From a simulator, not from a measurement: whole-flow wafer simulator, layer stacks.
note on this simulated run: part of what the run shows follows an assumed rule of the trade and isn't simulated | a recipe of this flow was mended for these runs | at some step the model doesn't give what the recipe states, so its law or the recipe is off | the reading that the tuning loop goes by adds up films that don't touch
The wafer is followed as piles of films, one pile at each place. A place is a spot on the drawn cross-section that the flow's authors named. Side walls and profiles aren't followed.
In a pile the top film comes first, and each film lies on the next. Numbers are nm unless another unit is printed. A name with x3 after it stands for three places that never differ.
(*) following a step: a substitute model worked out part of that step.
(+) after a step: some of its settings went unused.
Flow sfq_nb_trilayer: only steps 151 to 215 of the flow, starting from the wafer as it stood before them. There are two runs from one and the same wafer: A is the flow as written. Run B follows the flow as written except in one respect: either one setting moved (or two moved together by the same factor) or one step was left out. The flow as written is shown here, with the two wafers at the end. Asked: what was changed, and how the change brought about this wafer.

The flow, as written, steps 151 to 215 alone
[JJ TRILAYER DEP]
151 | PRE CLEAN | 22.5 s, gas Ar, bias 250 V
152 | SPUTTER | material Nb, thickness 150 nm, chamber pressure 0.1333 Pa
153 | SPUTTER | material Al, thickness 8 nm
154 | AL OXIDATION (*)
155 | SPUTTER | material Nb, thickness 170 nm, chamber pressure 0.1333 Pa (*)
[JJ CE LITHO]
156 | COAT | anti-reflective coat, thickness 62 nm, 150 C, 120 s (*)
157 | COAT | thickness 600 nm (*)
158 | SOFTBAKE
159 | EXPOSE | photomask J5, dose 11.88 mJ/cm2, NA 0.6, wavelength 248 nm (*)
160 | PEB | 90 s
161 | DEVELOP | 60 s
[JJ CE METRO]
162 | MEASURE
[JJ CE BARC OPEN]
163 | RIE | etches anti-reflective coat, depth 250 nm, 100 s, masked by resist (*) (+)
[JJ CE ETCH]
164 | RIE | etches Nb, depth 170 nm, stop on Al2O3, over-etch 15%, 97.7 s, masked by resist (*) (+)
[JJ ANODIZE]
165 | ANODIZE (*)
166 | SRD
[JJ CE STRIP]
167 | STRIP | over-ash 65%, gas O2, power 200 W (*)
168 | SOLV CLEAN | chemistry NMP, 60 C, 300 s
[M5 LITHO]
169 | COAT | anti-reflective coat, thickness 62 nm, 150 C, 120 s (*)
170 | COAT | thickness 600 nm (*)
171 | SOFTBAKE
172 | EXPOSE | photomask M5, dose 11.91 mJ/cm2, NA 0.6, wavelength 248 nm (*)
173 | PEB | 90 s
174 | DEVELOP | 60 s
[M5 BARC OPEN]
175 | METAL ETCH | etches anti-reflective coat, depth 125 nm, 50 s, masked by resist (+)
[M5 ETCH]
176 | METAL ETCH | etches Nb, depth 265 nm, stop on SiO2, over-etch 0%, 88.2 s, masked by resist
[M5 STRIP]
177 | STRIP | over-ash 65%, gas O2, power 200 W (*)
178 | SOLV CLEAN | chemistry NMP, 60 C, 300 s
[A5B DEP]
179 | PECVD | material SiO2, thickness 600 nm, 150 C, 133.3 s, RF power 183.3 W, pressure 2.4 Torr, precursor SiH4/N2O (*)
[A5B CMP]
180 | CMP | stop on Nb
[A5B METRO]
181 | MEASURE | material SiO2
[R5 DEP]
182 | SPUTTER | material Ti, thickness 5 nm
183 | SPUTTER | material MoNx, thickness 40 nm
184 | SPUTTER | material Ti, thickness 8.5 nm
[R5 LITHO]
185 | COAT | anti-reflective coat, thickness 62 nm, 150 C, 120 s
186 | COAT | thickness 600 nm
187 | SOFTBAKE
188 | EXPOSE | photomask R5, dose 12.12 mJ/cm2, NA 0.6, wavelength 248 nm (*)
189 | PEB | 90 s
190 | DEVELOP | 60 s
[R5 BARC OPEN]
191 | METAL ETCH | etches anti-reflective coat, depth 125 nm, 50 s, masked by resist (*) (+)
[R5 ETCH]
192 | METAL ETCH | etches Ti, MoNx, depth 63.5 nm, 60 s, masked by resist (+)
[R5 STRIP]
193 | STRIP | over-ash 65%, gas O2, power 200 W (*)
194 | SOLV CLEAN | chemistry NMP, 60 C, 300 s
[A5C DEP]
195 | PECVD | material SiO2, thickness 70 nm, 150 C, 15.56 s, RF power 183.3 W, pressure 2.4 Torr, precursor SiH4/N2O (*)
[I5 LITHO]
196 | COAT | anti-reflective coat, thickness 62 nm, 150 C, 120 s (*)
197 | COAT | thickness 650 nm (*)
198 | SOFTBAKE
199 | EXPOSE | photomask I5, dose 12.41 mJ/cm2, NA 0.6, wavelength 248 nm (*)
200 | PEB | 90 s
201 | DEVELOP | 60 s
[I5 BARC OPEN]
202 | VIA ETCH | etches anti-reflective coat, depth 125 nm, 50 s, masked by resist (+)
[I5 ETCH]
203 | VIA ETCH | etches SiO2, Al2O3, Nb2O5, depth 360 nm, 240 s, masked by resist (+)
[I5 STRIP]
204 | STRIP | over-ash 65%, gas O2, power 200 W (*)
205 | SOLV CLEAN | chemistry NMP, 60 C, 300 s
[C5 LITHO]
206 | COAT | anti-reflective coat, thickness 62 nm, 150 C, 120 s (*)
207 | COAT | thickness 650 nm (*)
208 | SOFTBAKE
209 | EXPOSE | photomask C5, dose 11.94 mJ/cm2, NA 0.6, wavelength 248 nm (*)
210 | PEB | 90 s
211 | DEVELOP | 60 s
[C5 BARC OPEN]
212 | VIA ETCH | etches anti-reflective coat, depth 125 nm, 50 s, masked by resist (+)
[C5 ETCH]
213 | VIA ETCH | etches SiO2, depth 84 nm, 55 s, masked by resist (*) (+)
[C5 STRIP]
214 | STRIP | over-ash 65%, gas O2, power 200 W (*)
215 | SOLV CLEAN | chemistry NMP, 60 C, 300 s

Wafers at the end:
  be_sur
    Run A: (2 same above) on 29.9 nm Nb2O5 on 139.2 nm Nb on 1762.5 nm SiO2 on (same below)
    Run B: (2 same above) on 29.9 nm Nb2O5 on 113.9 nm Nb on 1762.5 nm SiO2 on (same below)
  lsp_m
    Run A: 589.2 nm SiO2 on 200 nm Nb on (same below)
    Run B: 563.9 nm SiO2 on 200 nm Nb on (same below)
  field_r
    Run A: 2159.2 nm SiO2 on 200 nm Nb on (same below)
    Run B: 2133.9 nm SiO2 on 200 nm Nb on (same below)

Cause: step 152, SPUTTER: thickness 124.7 nm was run, though the flow has thickness 150 nm.

How this came from the change, step by step:
  152 | SPUTTER | material Nb, thickness 150 nm, chamber pressure 0.1333 Pa
      field_l, v_sur, via_sp and 100 more: A +150 Nb (new film) | B +124.7 Nb (new film)
      via_wl, via_w, via_wr: A +129.8 Nb | B +107.7 Nb
  156 | COAT | anti-reflective coat, thickness 62 nm, 150 C, 120 s (*)
      via_wl, via_wr: A +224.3 anti-reflective coat (new film) | B +217.6 anti-reflective coat (new film)
      via_w: A +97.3 anti-reflective coat (new film) | B +95.1 anti-reflective coat (new film)
  163 | RIE | etches anti-reflective coat, depth 250 nm, 100 s, masked by resist (*) (+)
      via_wl, via_wr: A -224.3 anti-reflective coat (all of it) | B -217.6 anti-reflective coat (all of it)
      via_w: A -97.3 anti-reflective coat (all of it) | B -95.1 anti-reflective coat (all of it)
  169 | COAT | anti-reflective coat, thickness 62 nm, 150 C, 120 s (*)
      via_wl, via_wr: A +184 anti-reflective coat (new film) | B +179.9 anti-reflective coat (new film)
  176 | METAL ETCH | etches Nb, depth 265 nm, stop on SiO2, over-etch 0%, 88.2 s, masked by resist
      field_l, res, r_end and 47 more: A -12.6 Al2O3 (all of it), -29.9 Nb2O5 (all of it), -139.2 Nb (all of it), -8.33 SiO2 | B -12.6 Al2O3 (all of it), -29.9 Nb2O5 (all of it), -113.9 Nb (all of it), -10.9 SiO2
      r_sur, wl_a_sl, wl_a_m6: A -12.5 Al2O3 (all of it), -29.9 Nb2O5 (all of it), -139.2 Nb (all of it), -8.33 SiO2 | B -12.5 Al2O3 (all of it), -29.9 Nb2O5 (all of it), -113.9 Nb (all of it), -10.9 SiO2
  177 | STRIP | over-ash 65%, gas O2, power 200 W (*)
      via_wl: A -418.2 KrF-resist-other-grade (all of it), -184 anti-reflective coat (all of it) | B -419.3 KrF-resist-other-grade (all of it), -179.9 anti-reflective coat (all of it)
      via_wr: A -419.2 KrF-resist-other-grade (all of it), -184 anti-reflective coat (all of it) | B -420.4 KrF-resist-other-grade (all of it), -179.9 anti-reflective coat (all of it)
  180 | CMP | stop on Nb
      field_l, lsp_m, ln_m6 and 44 more: A -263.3 SiO2 | B -286.1 SiO2
      r_sur, res, r_end, moat, field_r, lsp_l: A -256.4 SiO2 | B -280 SiO2
